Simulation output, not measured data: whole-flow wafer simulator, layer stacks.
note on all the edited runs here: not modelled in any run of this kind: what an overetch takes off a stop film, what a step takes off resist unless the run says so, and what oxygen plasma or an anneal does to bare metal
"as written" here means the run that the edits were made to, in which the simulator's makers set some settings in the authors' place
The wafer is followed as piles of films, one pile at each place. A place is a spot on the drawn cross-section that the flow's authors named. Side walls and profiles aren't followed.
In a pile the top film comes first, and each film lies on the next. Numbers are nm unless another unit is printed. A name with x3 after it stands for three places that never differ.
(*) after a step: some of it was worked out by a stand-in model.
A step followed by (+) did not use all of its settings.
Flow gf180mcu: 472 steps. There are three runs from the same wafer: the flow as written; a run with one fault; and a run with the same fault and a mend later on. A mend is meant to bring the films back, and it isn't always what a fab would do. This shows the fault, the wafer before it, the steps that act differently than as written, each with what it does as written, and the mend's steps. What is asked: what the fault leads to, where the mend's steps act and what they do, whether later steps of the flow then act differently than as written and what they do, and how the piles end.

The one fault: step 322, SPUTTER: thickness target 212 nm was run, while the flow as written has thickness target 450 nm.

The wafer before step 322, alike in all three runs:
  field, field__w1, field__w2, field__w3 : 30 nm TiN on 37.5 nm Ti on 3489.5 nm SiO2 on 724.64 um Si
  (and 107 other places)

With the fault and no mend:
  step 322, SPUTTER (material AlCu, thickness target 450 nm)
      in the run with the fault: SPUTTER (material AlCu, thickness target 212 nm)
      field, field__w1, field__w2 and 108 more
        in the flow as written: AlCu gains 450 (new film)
        in the run with the fault: AlCu gains 212 (new film)
  Steps further on in the flow that do not act as written:
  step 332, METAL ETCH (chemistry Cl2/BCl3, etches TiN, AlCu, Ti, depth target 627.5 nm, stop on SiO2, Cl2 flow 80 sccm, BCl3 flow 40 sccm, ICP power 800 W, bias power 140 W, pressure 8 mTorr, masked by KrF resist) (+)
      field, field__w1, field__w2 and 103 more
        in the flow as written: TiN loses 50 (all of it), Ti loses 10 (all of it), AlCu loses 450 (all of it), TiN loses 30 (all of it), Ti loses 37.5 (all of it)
        in the run with the fault: TiN loses 50 (all of it), Ti loses 10 (all of it), AlCu loses 212 (all of it), TiN loses 30 (all of it), Ti loses 37.5 (all of it)
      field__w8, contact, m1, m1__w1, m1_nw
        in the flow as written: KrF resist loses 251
        in the run with the fault: KrF resist loses 203.7
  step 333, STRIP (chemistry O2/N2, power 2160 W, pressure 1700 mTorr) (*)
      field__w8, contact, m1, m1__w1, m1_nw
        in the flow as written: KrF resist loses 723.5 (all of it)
        in the run with the fault: KrF resist loses 770.8 (all of it)
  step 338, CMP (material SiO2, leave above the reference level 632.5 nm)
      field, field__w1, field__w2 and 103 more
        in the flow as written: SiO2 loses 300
        in the run with the fault: SiO2 loses 538
  By the end, the piles at field, field__w1, field__w2 and 109 more depart from the flow's by more than 2% or 0.5 nm, whichever is larger.
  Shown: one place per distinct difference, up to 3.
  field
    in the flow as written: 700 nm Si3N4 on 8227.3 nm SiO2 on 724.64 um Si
    in the run with the fault: 700 nm Si3N4 on 7989.3 nm SiO2 on 724.64 um Si
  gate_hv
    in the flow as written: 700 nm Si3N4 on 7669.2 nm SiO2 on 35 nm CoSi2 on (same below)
    in the run with the fault: 700 nm Si3N4 on 7431.2 nm SiO2 on 35 nm CoSi2 on (same below)
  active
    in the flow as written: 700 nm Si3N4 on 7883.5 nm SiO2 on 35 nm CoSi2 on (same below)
    in the run with the fault: 700 nm Si3N4 on 7645.5 nm SiO2 on 35 nm CoSi2 on (same below)

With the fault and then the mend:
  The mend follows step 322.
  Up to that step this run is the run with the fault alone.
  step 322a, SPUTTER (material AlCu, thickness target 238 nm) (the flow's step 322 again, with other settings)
      field, field__w1, field__w2 and 108 more
        AlCu gains 238
  Every later step of the flow that is run acts as written at every place that is followed.
  At every place that both follow, the piles at the end match the flow's.
